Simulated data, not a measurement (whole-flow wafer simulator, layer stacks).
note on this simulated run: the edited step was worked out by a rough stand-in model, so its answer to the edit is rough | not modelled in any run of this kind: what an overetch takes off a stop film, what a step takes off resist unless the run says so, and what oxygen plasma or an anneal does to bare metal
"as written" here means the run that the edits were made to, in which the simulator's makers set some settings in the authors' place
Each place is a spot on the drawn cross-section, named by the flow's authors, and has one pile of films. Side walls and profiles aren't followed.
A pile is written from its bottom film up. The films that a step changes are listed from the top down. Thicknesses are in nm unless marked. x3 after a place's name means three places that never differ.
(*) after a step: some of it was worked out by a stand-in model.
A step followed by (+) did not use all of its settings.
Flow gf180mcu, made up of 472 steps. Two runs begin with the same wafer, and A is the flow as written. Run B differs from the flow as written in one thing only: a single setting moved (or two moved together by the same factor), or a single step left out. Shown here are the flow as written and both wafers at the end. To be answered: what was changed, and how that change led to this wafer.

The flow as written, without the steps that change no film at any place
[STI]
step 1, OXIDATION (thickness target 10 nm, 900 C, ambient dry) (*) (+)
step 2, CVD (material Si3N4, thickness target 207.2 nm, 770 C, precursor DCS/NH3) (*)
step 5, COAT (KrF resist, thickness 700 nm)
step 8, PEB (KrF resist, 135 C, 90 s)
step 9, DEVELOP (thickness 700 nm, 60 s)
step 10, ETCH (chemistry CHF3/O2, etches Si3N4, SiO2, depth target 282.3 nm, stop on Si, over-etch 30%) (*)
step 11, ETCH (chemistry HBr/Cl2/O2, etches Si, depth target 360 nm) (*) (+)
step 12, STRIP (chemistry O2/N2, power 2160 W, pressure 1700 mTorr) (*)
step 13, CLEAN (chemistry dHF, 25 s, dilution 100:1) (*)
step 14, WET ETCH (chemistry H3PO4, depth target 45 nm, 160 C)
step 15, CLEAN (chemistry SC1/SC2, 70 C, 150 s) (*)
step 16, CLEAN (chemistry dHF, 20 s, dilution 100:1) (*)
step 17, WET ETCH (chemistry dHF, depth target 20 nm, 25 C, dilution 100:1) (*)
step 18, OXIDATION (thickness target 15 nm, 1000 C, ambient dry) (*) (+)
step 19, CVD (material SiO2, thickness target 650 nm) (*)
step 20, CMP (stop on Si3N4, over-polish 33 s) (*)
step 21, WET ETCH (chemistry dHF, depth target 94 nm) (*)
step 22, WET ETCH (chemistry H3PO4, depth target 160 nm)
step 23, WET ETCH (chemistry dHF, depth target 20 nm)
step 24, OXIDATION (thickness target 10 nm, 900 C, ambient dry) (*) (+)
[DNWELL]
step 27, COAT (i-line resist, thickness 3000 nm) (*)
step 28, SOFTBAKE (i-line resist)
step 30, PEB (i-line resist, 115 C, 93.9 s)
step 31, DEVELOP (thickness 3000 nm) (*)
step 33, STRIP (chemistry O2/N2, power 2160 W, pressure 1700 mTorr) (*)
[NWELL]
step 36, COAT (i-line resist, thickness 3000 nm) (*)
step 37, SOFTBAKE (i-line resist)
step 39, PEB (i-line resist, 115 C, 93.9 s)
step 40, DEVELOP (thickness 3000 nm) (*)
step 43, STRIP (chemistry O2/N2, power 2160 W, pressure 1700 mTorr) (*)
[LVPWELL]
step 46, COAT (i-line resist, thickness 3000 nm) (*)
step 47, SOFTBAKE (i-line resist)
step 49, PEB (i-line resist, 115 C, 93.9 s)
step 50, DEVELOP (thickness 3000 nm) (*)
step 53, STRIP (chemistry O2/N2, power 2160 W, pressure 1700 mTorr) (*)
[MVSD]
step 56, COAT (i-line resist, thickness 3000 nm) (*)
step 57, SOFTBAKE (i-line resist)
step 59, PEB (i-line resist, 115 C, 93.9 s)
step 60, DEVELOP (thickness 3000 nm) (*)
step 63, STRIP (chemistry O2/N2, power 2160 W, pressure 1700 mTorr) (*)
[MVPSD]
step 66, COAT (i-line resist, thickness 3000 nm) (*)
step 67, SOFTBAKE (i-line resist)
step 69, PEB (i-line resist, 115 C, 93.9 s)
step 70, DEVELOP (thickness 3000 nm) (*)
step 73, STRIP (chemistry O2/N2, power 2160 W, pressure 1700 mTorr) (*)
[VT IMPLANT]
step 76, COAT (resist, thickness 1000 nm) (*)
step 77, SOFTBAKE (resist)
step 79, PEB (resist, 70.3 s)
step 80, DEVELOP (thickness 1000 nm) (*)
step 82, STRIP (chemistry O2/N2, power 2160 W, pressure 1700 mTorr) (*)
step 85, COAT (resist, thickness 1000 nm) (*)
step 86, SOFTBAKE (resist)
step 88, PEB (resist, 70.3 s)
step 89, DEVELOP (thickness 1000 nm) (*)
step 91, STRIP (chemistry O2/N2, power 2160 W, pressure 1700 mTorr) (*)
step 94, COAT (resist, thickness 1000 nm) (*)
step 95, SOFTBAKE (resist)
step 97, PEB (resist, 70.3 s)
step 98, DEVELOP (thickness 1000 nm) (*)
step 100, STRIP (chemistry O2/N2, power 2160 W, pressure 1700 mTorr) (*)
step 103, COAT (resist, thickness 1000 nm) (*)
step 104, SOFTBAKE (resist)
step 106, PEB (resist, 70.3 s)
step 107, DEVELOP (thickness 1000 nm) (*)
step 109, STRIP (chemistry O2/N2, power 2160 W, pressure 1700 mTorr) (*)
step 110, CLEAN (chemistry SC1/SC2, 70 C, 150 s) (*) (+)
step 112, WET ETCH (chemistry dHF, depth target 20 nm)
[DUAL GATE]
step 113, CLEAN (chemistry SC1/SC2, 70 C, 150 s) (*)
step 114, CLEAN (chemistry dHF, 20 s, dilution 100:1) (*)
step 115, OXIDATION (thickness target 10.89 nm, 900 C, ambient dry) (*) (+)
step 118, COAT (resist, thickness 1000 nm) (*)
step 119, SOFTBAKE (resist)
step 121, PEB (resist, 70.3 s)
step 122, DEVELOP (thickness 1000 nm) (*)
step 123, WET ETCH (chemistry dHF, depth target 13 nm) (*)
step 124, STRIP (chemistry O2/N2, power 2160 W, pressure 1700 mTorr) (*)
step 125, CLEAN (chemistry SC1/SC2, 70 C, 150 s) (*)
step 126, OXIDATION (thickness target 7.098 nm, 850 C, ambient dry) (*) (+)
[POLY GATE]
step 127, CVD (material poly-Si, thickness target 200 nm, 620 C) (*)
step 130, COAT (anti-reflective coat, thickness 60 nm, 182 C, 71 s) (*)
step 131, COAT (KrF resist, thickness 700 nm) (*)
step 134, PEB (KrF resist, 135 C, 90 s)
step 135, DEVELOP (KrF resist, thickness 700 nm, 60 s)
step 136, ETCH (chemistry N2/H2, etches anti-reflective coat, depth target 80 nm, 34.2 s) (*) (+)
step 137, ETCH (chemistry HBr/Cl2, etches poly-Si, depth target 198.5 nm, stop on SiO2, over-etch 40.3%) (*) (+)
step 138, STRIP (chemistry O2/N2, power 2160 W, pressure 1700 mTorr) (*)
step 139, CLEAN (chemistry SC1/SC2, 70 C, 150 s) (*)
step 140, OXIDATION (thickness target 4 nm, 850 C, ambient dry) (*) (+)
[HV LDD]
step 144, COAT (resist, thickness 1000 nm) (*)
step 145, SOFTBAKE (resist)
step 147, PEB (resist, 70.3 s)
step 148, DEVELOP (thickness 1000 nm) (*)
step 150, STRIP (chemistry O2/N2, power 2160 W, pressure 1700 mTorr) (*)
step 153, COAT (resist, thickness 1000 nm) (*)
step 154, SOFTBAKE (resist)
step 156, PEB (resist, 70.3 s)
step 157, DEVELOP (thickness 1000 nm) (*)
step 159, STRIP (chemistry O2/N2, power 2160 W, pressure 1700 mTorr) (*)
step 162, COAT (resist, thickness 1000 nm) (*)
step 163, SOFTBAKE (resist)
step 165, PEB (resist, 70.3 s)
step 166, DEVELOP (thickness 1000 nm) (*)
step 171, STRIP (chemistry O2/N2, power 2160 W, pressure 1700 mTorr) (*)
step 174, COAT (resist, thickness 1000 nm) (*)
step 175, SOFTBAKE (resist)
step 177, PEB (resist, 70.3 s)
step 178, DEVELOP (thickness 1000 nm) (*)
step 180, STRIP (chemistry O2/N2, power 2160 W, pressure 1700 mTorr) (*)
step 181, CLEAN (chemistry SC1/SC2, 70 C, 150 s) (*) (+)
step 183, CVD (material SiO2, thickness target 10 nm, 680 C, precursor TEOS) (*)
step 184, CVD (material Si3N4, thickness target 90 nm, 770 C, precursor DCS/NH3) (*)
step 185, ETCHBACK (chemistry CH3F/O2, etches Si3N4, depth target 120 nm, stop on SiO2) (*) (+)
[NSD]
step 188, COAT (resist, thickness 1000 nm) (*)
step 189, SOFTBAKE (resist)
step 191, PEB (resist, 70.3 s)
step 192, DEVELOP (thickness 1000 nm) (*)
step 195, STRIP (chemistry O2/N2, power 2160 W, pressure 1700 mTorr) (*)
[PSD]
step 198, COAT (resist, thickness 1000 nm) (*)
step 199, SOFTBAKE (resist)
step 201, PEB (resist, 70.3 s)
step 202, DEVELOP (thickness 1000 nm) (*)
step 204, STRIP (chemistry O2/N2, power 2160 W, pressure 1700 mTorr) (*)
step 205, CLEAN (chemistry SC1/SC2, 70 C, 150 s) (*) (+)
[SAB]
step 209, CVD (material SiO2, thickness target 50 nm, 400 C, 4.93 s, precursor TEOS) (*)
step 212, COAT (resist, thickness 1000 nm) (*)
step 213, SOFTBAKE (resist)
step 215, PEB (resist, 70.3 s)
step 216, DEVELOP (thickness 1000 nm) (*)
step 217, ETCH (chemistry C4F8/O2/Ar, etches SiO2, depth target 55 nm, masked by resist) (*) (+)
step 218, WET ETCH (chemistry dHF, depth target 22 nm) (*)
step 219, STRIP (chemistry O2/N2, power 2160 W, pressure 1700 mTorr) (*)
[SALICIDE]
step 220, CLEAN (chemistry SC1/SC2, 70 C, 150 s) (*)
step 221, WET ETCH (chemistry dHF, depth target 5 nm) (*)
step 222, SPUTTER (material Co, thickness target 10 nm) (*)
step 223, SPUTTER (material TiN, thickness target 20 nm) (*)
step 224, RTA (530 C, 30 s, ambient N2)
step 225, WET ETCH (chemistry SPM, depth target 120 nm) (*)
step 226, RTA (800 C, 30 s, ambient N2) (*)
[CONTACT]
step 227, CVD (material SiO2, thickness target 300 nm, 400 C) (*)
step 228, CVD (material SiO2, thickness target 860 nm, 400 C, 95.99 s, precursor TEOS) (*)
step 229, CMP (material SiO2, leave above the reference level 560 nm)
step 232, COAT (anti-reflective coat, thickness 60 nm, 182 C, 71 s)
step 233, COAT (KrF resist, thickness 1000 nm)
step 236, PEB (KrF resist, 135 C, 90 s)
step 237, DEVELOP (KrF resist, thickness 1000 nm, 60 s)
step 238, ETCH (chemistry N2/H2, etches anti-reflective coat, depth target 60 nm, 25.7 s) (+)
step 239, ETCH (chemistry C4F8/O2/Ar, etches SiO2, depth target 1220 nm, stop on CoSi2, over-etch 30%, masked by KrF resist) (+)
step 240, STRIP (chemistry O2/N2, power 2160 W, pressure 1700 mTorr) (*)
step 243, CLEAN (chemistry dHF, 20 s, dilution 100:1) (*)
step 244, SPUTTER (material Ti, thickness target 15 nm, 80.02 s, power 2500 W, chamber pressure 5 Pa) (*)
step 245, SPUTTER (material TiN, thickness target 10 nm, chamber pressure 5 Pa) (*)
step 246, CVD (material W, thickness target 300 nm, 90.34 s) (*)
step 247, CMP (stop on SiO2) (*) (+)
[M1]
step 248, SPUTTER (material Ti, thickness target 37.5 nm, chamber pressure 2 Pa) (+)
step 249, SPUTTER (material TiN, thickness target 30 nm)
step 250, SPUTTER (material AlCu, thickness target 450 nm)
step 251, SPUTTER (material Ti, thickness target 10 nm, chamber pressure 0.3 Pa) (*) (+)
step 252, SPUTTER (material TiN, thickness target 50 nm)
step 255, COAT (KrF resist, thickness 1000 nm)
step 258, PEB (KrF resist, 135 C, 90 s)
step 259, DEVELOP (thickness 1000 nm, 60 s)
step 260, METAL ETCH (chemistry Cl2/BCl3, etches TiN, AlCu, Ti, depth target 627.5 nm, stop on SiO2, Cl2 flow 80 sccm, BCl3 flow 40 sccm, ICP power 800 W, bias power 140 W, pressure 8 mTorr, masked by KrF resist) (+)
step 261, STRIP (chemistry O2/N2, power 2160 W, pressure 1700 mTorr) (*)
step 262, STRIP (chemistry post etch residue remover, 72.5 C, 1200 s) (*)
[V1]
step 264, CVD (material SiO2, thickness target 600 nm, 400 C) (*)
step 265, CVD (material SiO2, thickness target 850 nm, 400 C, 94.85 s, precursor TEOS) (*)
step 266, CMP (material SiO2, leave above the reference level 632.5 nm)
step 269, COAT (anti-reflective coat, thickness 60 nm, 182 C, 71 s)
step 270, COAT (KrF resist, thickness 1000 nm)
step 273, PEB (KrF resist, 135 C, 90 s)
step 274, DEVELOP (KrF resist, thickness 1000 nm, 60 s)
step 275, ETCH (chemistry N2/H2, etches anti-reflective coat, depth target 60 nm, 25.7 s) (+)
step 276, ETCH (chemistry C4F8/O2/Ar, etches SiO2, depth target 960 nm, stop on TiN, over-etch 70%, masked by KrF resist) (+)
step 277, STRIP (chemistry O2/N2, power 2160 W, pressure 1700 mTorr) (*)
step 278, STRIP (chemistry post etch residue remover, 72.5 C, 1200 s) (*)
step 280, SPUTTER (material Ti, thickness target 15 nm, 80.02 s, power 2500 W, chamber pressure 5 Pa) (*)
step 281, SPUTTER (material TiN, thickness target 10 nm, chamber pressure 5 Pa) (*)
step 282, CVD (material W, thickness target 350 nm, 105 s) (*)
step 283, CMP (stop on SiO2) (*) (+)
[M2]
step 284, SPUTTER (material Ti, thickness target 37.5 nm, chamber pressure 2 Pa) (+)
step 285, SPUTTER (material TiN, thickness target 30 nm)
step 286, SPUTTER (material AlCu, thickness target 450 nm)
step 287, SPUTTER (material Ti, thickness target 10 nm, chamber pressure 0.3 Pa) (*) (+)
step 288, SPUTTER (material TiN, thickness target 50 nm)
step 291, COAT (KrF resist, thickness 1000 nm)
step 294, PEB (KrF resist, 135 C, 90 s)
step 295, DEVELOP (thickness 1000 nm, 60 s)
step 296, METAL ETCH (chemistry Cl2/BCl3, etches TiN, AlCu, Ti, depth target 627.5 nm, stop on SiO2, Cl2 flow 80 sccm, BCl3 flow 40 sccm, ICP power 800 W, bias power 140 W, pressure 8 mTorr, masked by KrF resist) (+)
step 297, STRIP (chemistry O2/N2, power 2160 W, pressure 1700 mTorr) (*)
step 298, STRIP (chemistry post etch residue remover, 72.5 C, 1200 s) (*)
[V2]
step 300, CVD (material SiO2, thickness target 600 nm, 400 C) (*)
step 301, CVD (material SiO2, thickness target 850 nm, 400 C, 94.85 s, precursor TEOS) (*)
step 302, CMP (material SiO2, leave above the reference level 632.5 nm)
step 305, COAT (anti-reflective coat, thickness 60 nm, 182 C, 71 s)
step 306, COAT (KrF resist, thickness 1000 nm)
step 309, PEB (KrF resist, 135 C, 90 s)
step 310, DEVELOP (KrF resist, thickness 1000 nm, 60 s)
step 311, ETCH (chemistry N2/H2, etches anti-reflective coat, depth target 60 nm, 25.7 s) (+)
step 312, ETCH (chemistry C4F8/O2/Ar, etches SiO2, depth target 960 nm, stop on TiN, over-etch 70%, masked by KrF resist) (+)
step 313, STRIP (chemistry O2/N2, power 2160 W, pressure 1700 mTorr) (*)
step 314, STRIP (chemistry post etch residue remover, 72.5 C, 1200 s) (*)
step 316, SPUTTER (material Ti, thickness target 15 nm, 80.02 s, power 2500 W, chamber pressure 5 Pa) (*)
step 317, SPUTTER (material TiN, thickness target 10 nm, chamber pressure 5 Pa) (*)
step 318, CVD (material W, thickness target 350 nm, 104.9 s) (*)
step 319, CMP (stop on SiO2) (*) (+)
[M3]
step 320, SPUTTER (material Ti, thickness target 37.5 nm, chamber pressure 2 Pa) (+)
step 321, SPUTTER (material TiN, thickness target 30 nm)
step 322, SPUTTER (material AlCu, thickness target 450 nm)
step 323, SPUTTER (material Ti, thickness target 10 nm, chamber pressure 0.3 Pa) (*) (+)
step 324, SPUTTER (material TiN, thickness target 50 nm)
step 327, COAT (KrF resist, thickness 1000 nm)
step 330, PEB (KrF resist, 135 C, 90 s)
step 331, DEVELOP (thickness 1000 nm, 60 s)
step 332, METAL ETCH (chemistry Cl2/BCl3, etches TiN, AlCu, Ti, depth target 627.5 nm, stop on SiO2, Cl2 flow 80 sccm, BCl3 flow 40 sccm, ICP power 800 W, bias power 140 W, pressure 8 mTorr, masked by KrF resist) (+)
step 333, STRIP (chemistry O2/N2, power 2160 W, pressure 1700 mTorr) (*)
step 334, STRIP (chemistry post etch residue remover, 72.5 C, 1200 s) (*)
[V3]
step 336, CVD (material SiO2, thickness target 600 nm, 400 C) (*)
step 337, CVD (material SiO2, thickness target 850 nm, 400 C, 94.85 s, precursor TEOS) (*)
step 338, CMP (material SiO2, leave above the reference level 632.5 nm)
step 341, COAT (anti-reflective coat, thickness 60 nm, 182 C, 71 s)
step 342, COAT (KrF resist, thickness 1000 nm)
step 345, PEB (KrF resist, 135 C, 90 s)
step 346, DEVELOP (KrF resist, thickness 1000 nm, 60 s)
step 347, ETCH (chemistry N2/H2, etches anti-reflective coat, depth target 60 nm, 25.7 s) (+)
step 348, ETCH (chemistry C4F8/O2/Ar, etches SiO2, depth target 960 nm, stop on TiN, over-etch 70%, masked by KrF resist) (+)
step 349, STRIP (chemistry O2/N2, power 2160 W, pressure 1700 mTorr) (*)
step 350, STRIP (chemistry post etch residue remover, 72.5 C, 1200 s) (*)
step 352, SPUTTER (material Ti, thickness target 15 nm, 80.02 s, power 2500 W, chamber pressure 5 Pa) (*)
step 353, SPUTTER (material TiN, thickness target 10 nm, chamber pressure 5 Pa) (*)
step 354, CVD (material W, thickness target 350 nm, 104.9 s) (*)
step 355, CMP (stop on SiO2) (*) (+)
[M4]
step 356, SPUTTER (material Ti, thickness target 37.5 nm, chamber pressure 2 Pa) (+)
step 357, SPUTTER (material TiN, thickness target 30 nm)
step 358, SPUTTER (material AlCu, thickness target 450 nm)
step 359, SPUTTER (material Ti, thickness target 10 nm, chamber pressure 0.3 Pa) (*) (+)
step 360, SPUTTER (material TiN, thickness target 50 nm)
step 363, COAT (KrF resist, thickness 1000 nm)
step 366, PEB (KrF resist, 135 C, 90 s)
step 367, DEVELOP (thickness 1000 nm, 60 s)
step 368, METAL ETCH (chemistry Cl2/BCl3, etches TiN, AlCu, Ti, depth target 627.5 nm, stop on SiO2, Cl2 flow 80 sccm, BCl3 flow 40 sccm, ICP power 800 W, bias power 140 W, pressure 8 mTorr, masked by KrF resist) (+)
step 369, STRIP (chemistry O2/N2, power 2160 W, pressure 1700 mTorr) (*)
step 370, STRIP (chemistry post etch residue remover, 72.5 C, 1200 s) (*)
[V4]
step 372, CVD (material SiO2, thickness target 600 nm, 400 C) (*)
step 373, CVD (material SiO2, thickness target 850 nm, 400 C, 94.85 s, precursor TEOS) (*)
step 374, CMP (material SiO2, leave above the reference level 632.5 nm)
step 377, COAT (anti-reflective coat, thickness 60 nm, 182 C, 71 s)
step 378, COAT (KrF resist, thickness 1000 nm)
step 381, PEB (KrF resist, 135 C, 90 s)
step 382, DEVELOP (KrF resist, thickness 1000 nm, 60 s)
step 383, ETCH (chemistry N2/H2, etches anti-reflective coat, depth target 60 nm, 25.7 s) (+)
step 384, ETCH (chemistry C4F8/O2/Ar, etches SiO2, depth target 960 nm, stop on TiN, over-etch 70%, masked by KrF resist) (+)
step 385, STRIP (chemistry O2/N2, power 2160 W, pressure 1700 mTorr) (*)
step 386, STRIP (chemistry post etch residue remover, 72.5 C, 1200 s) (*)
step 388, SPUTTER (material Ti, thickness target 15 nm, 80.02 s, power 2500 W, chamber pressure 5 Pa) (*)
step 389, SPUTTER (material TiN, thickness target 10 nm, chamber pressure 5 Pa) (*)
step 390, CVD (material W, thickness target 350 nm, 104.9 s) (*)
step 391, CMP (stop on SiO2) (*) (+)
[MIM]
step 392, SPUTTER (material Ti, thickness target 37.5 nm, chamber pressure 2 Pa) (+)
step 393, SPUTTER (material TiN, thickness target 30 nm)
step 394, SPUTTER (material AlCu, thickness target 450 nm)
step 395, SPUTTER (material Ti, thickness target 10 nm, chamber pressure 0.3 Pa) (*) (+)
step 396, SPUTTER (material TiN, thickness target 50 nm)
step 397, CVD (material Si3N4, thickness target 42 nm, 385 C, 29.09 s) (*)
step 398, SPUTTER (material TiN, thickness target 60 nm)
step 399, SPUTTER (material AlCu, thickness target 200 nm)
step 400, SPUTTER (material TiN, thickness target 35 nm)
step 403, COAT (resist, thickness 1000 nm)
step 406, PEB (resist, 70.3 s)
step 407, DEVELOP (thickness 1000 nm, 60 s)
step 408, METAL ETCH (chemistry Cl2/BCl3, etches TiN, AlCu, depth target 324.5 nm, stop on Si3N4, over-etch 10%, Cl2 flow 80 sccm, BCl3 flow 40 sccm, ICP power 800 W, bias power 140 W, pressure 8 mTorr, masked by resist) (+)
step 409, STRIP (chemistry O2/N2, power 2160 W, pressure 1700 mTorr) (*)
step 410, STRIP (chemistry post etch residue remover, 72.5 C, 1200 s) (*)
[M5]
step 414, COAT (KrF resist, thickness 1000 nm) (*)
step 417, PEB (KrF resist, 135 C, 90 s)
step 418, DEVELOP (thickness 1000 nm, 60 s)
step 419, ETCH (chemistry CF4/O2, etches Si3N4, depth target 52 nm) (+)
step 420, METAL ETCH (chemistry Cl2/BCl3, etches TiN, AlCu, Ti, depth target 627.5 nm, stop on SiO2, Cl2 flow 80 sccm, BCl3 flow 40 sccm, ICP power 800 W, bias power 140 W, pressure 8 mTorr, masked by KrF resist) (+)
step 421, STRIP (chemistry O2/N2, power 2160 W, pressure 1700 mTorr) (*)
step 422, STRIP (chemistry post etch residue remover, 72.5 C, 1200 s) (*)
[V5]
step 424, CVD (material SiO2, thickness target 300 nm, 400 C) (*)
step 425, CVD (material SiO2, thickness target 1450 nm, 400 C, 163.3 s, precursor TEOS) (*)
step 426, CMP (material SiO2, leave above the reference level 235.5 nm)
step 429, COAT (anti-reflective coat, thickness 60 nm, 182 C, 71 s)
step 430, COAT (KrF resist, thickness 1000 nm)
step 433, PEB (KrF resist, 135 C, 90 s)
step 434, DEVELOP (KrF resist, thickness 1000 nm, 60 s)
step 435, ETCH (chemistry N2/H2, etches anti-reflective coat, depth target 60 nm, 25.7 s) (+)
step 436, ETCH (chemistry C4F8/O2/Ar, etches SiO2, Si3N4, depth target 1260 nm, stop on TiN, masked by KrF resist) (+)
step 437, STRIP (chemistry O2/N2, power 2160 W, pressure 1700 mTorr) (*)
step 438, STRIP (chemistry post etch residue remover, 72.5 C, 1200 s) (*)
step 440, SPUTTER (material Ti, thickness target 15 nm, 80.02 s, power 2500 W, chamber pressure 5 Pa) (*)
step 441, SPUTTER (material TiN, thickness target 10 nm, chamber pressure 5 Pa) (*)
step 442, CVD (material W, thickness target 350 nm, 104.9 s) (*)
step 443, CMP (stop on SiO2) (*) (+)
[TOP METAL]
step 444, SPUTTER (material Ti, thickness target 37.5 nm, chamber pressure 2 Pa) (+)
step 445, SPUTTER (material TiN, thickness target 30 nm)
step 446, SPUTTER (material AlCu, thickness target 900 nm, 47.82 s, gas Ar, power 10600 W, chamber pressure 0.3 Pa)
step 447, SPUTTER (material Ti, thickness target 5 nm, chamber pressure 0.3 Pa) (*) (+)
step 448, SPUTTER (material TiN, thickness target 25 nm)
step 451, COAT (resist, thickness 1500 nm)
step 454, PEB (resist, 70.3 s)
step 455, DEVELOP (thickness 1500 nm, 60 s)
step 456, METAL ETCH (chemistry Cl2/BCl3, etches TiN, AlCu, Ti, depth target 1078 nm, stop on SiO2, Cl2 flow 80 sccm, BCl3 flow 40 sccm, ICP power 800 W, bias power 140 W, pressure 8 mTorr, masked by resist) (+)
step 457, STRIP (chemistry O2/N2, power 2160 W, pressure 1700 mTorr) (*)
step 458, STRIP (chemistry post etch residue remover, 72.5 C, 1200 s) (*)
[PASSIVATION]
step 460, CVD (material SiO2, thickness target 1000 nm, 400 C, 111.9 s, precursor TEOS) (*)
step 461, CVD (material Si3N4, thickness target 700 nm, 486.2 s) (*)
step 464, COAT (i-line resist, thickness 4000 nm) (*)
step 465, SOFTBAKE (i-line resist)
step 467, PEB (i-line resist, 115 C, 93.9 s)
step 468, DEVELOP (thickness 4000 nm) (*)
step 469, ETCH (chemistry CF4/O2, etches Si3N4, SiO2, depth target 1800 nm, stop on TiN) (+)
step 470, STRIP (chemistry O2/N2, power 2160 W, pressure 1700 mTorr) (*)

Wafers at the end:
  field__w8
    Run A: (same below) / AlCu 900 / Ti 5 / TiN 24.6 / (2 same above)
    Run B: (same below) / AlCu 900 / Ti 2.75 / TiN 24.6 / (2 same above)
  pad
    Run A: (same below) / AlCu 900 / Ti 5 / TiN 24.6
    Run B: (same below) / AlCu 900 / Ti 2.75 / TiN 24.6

The reason: step 447, SPUTTER: thickness target 2.75 nm was run, while the flow as written has thickness target 5 nm.
The wafer lets one read it off: field__w8 has Ti 2.75, and step 447 as written asks for 5 nm.

The path from the change to this, step by step:
  step 447, SPUTTER (material Ti, thickness target 5 nm, chamber pressure 0.3 Pa) (*) (+)
      field, field__w1, field__w2 and 109 more: A +5 Ti (new film) | B +2.75 Ti (new film)
  step 456, METAL ETCH (chemistry Cl2/BCl3, etches TiN, AlCu, Ti, depth target 1078 nm, stop on SiO2, Cl2 flow 80 sccm, BCl3 flow 40 sccm, ICP power 800 W, bias power 140 W, pressure 8 mTorr, masked by resist) (+)
      field, field__w1, field__w2 and 103 more: A -25 TiN (all of it), -5 Ti (all of it), -900 AlCu (all of it), -30 TiN (all of it), -37.5 Ti (all of it) | B -25 TiN (all of it), -2.75 Ti (all of it), -900 AlCu (all of it), -30 TiN (all of it), -37.5 Ti (all of it)
